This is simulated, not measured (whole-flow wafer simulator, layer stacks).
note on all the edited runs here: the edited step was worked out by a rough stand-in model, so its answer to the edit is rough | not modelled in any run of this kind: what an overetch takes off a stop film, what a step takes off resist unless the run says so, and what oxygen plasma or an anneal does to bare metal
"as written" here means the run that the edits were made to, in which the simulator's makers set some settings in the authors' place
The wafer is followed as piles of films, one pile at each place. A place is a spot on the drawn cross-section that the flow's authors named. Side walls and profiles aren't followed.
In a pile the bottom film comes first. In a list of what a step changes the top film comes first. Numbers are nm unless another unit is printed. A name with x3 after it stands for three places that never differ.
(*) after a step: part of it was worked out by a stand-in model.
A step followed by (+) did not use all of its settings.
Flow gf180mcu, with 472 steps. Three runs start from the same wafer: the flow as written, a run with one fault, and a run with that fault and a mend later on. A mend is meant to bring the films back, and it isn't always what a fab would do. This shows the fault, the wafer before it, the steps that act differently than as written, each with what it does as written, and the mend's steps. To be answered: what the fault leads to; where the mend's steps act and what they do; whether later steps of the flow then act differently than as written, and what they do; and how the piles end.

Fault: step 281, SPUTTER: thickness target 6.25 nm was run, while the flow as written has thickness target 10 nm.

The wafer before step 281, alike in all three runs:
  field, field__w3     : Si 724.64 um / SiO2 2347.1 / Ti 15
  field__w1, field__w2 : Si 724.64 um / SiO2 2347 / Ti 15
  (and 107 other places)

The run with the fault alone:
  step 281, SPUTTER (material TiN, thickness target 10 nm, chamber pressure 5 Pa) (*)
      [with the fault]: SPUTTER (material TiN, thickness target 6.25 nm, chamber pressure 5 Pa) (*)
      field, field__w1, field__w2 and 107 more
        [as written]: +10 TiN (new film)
        [with the fault]: +6.25 TiN (new film)
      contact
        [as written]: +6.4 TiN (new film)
        [with the fault]: +4.01 TiN (new film)
  Steps further on in the flow that do not act as written (1 more step, not shown, differs only slightly: by at most 2% or 0.5 nm, whichever is larger):
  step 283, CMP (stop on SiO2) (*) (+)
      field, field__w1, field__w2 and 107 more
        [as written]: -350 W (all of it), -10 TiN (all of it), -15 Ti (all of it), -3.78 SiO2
        [with the fault]: -350 W (all of it), -6.25 TiN (all of it), -15 Ti (all of it), -3.75 SiO2
  By the end, the piles at contact depart from the flow's by more than 2% or 0.5 nm, whichever is larger.
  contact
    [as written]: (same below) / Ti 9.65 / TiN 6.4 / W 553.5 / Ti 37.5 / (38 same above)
    [with the fault]: (same below) / Ti 9.65 / TiN 4.01 / W 555.9 / Ti 37.5 / (38 same above)

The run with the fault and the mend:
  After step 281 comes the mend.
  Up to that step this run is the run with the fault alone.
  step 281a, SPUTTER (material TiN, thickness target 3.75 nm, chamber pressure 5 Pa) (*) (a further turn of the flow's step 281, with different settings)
      field, field__w1, field__w2 and 107 more
        +3.75 TiN
      contact
        +2.4 TiN
  Later steps of the flow that are run all act as written at every place that is followed.
  At every place that both follow, the piles at the end match the flow's.
